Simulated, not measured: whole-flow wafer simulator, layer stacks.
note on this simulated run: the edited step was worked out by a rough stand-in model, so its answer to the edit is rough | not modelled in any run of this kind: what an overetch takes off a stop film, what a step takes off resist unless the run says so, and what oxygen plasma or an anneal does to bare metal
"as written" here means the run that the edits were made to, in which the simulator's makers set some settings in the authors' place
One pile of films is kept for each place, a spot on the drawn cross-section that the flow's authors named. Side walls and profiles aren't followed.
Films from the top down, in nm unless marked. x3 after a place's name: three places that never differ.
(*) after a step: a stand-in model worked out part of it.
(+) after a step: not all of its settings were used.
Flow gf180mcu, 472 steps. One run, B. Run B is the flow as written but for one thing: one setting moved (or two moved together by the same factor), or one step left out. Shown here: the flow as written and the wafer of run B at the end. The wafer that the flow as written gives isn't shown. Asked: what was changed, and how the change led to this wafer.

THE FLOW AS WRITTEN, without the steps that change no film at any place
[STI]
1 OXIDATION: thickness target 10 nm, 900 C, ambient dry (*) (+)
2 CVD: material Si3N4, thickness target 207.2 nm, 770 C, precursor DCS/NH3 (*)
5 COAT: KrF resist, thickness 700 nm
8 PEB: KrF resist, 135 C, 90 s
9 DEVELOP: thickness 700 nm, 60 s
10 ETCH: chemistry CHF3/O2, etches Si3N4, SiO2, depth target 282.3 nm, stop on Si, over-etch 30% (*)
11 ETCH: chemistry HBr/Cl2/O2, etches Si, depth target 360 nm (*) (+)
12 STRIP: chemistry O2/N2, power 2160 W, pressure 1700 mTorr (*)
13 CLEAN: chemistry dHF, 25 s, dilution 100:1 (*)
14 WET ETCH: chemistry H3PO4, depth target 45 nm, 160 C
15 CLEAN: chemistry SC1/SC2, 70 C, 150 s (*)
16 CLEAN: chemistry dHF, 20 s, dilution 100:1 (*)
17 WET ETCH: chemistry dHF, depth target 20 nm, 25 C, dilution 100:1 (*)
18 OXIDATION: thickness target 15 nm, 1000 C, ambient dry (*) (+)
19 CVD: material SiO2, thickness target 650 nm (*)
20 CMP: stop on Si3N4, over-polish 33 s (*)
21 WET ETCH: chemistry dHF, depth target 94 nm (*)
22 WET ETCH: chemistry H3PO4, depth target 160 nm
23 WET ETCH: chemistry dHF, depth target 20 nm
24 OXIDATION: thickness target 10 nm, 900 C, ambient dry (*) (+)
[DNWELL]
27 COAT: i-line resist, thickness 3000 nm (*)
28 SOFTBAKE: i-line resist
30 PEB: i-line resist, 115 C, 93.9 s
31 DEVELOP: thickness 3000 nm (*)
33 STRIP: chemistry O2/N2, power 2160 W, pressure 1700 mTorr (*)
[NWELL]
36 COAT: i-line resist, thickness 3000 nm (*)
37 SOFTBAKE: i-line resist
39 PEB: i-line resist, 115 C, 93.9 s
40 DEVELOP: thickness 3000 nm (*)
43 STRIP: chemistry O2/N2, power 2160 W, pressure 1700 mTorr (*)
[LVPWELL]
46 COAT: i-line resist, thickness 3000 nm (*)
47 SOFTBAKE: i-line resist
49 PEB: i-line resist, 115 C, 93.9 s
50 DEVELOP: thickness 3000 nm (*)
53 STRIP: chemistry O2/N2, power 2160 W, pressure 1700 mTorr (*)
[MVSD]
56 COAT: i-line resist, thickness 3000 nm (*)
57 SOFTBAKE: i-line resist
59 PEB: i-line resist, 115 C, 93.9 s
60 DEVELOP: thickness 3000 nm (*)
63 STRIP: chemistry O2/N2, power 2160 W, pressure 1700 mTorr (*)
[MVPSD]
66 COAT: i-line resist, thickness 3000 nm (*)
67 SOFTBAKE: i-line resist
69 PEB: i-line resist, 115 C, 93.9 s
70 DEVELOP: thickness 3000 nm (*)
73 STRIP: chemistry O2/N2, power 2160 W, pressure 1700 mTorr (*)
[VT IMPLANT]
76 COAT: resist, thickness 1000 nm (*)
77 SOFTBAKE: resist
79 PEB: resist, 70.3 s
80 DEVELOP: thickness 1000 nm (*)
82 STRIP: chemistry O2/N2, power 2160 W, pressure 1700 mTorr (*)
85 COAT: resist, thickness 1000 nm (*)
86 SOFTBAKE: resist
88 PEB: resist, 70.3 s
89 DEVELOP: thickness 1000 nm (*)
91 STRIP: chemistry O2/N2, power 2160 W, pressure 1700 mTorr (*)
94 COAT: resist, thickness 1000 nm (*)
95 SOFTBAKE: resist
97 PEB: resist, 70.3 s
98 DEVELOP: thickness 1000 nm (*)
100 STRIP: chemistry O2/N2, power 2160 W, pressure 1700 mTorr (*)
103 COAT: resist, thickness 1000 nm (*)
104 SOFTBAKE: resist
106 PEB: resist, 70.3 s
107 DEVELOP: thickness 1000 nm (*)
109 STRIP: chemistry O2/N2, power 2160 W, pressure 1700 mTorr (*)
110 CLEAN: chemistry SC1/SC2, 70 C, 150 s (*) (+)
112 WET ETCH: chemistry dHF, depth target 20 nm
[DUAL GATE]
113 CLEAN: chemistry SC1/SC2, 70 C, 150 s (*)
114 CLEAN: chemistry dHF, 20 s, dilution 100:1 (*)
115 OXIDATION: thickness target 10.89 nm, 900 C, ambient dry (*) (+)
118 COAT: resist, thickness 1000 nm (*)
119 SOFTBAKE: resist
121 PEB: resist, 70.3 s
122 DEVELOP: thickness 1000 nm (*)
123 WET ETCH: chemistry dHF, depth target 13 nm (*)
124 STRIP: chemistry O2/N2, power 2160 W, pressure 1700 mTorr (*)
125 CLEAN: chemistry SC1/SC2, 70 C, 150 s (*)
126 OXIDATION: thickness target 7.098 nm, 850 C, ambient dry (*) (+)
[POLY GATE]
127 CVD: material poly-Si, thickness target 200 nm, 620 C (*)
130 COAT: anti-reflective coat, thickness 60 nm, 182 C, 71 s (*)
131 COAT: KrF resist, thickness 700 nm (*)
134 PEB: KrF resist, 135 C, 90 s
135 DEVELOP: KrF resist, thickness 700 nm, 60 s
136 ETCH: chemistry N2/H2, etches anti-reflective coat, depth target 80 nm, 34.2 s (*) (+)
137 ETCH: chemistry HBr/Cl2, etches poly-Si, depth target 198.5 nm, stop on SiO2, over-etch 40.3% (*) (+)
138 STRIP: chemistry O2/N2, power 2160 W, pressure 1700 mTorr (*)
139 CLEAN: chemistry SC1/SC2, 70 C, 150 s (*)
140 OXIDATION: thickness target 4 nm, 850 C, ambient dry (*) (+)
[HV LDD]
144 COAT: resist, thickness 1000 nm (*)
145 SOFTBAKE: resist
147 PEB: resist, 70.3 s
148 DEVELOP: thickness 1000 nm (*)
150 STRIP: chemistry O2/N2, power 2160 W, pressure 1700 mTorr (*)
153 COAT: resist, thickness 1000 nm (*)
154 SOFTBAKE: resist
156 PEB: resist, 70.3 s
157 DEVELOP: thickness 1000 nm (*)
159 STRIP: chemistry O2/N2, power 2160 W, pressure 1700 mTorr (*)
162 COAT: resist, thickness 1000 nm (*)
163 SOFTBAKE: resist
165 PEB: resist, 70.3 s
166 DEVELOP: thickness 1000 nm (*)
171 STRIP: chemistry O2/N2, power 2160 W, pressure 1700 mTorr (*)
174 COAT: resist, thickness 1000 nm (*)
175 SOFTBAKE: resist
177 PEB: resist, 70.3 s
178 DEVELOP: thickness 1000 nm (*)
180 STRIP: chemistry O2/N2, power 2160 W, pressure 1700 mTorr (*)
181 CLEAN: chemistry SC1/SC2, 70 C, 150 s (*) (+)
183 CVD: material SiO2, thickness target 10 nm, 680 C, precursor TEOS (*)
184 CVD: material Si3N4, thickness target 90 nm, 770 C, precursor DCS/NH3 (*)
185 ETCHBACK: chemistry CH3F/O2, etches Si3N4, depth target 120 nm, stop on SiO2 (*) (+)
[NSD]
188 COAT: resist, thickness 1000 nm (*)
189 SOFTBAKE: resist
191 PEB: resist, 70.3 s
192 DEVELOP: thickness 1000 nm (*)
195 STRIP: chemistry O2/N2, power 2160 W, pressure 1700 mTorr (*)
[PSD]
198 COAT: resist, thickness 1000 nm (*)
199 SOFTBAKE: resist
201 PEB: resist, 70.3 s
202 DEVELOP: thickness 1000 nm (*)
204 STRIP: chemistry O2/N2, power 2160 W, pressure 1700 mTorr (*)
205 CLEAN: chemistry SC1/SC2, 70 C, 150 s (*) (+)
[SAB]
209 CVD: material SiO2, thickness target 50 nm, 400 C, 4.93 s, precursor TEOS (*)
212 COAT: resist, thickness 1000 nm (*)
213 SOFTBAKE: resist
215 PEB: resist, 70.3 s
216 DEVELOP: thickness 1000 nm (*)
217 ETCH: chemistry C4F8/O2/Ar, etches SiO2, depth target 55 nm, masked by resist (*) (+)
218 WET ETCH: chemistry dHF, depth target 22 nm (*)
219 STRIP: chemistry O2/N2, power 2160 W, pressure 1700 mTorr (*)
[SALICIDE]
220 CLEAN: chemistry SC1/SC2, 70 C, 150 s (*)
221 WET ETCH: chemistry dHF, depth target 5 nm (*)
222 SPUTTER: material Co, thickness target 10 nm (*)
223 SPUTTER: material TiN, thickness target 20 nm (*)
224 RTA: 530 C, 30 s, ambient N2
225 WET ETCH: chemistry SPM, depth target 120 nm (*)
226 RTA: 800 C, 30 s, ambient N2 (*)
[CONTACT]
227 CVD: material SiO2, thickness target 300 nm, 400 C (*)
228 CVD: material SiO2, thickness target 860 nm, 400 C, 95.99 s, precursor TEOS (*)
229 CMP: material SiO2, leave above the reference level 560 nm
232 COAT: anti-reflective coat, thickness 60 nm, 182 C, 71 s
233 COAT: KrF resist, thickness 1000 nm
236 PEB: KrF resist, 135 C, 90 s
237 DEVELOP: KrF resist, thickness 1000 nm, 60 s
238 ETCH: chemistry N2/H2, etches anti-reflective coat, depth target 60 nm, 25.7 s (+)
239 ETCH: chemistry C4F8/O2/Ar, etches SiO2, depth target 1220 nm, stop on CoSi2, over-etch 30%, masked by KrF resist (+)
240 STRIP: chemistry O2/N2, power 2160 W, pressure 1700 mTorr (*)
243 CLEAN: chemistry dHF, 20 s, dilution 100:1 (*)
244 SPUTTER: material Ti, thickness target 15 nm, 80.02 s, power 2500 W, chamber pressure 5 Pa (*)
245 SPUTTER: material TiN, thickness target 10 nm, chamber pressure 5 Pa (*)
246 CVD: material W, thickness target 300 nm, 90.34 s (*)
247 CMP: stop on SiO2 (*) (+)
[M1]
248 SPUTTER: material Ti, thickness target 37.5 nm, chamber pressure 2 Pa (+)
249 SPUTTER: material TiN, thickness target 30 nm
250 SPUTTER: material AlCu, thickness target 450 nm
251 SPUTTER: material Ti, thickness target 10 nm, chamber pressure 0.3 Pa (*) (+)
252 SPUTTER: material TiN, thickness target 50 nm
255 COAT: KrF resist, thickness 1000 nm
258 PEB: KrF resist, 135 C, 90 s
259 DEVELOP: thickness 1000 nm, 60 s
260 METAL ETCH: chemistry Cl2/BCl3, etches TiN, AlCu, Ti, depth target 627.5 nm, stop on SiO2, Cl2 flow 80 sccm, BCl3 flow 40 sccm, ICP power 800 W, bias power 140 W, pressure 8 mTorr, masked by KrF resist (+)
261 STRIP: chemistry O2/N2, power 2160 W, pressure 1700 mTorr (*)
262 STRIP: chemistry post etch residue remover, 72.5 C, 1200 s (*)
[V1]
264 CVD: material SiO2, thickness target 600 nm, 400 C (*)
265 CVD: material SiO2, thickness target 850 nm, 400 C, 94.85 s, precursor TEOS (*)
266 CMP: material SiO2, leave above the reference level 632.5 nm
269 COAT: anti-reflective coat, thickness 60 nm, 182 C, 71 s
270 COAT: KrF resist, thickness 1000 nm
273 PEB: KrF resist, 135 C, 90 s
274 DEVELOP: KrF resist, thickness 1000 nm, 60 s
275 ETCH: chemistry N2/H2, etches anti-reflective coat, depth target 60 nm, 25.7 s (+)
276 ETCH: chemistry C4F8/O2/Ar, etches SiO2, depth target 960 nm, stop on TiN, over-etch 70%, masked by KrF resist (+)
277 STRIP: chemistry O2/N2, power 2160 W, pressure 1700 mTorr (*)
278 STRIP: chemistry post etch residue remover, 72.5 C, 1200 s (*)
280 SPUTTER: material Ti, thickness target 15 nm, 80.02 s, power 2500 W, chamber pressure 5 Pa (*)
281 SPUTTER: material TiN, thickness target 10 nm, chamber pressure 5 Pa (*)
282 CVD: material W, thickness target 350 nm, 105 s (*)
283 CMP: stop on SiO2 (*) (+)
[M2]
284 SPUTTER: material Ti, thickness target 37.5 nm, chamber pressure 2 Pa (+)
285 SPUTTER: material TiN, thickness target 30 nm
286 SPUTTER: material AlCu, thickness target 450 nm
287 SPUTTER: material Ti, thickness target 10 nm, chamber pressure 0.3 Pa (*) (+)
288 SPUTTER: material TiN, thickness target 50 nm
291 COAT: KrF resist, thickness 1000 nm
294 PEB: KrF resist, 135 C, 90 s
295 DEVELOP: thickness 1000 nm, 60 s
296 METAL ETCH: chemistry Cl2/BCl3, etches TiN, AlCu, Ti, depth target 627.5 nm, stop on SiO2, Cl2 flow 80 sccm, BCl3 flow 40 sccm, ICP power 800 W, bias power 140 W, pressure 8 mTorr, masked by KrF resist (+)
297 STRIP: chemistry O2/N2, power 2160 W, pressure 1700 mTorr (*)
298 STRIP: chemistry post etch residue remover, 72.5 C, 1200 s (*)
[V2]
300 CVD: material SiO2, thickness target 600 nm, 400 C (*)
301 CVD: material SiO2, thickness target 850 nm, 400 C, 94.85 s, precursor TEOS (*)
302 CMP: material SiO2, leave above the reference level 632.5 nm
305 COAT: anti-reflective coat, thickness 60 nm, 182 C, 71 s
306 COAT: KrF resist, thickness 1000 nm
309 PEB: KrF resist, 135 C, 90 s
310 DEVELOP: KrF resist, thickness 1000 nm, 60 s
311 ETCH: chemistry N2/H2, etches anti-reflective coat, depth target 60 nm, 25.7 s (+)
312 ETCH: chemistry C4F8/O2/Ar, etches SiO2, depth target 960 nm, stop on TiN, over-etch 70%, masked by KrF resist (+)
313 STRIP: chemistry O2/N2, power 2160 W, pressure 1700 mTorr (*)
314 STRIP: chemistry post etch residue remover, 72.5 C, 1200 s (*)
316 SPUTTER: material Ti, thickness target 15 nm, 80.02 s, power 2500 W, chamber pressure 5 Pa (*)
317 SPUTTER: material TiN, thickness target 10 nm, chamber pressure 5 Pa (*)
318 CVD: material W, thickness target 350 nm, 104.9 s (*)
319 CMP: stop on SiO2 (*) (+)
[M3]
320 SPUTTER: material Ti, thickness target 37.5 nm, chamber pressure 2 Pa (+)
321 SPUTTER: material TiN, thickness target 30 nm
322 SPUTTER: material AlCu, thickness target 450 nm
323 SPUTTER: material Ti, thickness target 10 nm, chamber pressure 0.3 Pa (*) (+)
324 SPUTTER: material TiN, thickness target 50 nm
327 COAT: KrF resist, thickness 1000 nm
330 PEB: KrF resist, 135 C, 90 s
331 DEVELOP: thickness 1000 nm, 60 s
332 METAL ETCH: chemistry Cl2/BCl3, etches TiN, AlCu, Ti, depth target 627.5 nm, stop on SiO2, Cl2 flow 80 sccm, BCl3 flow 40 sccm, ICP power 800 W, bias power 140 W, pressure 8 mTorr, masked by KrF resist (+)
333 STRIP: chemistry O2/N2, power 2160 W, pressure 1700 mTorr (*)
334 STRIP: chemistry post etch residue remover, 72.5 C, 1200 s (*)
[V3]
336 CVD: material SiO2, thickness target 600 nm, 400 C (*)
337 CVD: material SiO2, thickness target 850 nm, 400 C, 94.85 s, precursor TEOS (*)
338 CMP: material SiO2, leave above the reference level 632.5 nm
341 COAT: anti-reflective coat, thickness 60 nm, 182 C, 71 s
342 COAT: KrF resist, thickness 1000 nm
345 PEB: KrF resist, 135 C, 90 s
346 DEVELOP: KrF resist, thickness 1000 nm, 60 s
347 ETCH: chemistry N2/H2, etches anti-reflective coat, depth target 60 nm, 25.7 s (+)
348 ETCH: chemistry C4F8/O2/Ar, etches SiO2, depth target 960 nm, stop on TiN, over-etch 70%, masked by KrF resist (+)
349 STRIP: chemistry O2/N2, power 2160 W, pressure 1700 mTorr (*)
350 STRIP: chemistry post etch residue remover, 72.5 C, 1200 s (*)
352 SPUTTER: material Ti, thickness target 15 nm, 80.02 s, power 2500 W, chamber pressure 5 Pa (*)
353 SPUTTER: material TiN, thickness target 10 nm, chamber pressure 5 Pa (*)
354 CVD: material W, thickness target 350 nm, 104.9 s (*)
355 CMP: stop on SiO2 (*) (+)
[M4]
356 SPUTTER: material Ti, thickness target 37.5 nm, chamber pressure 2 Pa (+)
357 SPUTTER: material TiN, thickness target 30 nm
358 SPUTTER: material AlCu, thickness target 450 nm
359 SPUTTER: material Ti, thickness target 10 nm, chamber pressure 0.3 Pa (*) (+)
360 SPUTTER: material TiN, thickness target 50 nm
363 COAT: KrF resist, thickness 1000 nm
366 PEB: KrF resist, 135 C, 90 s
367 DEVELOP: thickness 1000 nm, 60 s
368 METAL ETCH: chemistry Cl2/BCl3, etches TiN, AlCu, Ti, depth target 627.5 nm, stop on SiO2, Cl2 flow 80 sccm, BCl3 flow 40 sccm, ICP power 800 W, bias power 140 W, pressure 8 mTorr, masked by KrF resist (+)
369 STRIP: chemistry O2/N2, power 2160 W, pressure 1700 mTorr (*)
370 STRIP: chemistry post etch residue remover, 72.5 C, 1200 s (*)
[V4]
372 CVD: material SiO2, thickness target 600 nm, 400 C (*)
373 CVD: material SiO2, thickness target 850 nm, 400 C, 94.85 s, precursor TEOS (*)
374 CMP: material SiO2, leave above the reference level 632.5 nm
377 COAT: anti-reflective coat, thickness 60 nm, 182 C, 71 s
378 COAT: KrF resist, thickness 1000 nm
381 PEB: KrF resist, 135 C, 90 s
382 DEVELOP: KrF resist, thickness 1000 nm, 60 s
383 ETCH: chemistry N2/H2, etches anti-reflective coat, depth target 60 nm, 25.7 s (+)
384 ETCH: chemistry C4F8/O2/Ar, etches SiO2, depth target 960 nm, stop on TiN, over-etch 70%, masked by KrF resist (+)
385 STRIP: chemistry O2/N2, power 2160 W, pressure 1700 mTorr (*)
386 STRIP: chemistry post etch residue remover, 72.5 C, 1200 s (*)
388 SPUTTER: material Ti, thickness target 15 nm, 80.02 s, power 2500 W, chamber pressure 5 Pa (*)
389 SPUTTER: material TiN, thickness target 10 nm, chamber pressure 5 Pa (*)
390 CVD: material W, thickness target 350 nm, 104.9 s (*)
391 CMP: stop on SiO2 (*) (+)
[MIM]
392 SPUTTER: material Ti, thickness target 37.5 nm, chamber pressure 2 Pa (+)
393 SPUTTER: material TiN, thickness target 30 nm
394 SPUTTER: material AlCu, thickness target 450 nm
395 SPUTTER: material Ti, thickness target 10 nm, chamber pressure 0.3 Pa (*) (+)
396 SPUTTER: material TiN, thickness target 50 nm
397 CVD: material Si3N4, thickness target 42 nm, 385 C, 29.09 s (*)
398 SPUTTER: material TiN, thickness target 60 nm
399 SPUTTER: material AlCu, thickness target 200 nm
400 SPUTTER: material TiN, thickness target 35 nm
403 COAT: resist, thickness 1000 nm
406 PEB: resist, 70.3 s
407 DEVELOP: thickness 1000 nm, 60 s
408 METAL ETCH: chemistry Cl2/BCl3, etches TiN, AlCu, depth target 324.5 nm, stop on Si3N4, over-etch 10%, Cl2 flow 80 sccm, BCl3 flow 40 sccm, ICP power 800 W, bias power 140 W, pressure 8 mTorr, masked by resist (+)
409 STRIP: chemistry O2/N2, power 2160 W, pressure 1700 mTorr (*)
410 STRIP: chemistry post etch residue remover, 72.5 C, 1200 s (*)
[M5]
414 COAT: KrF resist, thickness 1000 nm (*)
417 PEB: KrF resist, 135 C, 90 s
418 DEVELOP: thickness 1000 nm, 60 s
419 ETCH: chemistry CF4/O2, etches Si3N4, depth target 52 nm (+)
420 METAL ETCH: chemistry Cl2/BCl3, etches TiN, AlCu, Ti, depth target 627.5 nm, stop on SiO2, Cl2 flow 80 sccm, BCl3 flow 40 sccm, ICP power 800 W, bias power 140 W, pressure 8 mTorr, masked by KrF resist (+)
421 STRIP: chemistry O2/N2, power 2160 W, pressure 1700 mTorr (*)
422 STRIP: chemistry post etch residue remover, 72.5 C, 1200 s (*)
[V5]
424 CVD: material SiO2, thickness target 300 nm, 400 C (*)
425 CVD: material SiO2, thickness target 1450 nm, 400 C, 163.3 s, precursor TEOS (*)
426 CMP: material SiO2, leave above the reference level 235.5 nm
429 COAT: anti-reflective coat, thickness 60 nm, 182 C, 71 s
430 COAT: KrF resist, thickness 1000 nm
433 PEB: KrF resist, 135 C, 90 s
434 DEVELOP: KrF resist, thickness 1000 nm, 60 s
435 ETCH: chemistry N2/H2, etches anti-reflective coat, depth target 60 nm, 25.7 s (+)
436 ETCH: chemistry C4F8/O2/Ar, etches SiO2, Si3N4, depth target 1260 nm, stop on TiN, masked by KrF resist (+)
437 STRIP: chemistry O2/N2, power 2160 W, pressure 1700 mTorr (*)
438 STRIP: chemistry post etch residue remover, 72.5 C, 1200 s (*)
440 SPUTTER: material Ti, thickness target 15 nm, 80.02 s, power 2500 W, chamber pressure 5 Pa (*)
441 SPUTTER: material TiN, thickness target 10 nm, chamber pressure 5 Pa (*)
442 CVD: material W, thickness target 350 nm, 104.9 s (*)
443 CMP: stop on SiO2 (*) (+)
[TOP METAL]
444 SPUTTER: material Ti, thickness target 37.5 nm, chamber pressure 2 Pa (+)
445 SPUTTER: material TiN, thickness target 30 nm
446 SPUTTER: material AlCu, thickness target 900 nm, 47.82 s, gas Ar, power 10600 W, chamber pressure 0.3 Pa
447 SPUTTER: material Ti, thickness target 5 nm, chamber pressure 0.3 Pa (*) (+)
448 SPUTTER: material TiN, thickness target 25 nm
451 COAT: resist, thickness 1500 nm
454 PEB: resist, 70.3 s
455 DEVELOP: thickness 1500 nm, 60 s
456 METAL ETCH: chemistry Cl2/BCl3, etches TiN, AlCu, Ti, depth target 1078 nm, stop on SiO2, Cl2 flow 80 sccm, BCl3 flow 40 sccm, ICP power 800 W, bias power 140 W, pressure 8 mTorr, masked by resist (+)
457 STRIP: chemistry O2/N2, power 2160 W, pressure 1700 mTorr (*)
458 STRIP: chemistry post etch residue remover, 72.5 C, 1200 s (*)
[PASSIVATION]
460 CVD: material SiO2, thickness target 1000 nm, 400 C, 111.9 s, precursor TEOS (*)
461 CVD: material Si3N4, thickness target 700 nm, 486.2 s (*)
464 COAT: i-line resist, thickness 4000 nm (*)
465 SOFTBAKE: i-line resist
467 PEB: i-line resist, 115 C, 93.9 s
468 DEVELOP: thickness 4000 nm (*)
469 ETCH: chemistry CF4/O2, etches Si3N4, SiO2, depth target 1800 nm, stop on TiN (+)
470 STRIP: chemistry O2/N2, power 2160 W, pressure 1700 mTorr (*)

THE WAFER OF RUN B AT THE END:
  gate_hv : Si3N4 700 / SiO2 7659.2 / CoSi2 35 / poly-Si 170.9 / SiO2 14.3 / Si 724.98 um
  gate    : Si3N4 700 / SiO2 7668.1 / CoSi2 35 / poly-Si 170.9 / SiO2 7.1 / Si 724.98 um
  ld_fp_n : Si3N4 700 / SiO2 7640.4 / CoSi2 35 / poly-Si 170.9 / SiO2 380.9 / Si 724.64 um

The cause: step 127, CVD: thickness target 210 nm was run, where the flow has thickness target 200 nm.

How the change led to this, step by step:
  127 CVD: material poly-Si, thickness target 200 nm, 620 C (*)
      field, field__w1, field__w2 and 89 more: poly-Si +210 (new film) (as written it would be: poly-Si +200 (new film))
  137 ETCH: chemistry HBr/Cl2, etches poly-Si, depth target 198.5 nm, stop on SiO2, over-etch 40.3% (*) (+)
      field__w3, field__w12, field_sub and 14 more: poly-Si -209 (all of it), SiO2 -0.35 (as written it would be: poly-Si -199 (all of it), SiO2 -0.4)
      field__w6, sti, m1 and 11 more: poly-Si -208.8 (all of it), SiO2 -0.35 (as written it would be: poly-Si -198.8 (all of it), SiO2 -0.4)
      (and at 33 more places)
  145 SOFTBAKE: resist
      field_sub: resist +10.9 (as written it would be: resist +10.3)
      ld_acc_n: resist -11.7 (as written it would be: resist -11.1)
      (and at 4 more places)
  154 SOFTBAKE: resist
      field_sub: resist +10.9 (as written it would be: resist +10.3)
      ld_acc_n: resist -11.7 (as written it would be: resist -11.1)
      (and at 4 more places)
  163 SOFTBAKE: resist
      field_sub: resist +10.9 (as written it would be: resist +10.3)
      ld_acc_n: resist -11.7 (as written it would be: resist -11.1)
      (and at 4 more places)
  175 SOFTBAKE: resist
      field_sub: resist +10.9 (as written it would be: resist +10.3)
      ld_acc_n: resist -11.7 (as written it would be: resist -11.1)
      (and at 4 more places)
  189 SOFTBAKE: resist
      field_sub: resist +12 (as written it would be: resist +11.3)
      ld_acc_n: resist -11.9 (as written it would be: resist -11.3)
      (and at 7 more places)
  199 SOFTBAKE: resist
      field_sub: resist +12 (as written it would be: resist +11.3)
      ld_acc_n: resist -11.9 (as written it would be: resist -11.3)
      (and at 7 more places)
  213 SOFTBAKE: resist
      field_sub: resist +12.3 (as written it would be: resist +11.7)
      gate_p_hv: resist -9.89 (as written it would be: resist -9.34)
      (and at 4 more places)
  229 CMP: material SiO2, leave above the reference level 560 nm
      ld_drift_p, ld_drn_p: SiO2 -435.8 (as written it would be: SiO2 -425.8)
